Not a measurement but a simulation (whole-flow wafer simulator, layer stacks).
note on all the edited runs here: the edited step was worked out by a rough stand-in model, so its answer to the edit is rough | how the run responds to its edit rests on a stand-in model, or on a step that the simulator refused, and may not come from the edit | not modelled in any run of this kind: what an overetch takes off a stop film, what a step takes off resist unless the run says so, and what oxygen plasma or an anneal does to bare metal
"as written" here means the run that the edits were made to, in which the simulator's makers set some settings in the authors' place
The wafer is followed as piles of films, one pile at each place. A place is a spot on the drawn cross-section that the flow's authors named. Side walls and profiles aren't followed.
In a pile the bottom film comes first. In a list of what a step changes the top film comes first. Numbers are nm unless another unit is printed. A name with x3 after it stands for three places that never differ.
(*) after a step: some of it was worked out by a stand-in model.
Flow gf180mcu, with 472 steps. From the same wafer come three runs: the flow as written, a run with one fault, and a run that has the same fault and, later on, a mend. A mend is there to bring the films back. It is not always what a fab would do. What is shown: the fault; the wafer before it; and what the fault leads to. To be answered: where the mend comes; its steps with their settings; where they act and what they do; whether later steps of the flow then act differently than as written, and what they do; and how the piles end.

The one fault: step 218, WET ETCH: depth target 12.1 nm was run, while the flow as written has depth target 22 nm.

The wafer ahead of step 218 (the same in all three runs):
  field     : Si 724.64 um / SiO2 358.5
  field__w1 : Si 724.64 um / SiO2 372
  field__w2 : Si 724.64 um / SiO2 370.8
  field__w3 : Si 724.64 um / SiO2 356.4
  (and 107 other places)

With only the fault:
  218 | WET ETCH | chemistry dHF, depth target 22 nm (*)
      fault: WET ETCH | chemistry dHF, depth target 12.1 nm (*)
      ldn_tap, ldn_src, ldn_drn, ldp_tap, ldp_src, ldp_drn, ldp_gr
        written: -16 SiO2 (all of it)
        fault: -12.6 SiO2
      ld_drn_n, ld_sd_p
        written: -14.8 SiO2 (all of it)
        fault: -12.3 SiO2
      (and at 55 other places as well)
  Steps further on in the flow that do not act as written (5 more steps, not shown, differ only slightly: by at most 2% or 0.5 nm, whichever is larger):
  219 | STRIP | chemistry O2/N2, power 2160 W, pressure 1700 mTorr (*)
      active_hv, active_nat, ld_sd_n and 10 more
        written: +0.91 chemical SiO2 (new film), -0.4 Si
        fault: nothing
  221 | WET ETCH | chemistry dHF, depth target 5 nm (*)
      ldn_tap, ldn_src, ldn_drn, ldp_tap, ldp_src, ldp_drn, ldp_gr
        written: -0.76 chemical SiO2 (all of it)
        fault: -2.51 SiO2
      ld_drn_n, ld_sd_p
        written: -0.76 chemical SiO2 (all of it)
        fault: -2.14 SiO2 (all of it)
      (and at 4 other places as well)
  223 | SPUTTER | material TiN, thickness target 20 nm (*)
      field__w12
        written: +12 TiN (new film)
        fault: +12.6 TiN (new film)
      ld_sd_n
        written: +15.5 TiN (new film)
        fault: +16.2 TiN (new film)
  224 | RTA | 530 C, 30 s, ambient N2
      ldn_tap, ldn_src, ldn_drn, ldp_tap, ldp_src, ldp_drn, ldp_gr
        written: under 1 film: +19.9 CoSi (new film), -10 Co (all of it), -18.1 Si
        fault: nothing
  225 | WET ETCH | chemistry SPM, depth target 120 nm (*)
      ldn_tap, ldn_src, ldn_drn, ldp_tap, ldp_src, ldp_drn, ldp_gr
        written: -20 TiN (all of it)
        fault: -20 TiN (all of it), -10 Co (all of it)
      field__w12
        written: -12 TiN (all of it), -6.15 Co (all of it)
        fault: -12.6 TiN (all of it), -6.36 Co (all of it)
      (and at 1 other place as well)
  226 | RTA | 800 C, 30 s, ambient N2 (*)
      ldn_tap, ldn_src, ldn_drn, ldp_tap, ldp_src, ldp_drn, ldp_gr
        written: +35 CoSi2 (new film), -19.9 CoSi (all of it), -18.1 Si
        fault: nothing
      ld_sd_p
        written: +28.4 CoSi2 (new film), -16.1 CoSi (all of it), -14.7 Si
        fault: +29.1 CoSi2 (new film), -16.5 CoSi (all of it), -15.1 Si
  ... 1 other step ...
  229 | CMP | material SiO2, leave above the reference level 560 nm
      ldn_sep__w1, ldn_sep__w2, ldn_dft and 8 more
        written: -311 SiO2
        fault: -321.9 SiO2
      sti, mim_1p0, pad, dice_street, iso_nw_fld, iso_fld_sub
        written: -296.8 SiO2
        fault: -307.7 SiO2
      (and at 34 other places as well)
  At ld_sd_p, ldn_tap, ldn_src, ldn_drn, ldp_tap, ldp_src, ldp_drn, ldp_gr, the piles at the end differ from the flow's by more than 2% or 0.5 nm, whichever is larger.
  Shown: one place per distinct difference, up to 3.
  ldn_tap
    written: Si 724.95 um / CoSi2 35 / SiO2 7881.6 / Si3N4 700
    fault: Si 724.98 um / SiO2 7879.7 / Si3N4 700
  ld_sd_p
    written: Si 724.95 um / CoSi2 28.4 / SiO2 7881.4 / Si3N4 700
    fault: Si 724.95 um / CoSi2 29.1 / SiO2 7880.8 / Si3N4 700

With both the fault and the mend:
  The mend follows step 218.
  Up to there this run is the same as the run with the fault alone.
  218a | WET ETCH | chemistry dHF, depth target 9.9 nm (*) (the flow's step 218, run once more with other settings)
      field, field__w1, field__w2 and 47 more
        -9.9 SiO2
      ldn_tap, ldn_src, ldn_drn, ldp_tap, ldp_src, ldp_drn, ldp_gr
        -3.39 SiO2 (all of it)
      ld_drn_n, ld_sd_p
        -2.48 SiO2 (all of it)
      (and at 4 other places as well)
  Later steps of the flow that are run all act as written at every place that is followed, up to a difference of at most 2% or 0.5 nm, whichever is larger.
  When the end is reached, the piles differ only a little from the flow's at the places that both follow, at most by 2% or 0.5 nm, whichever is larger.
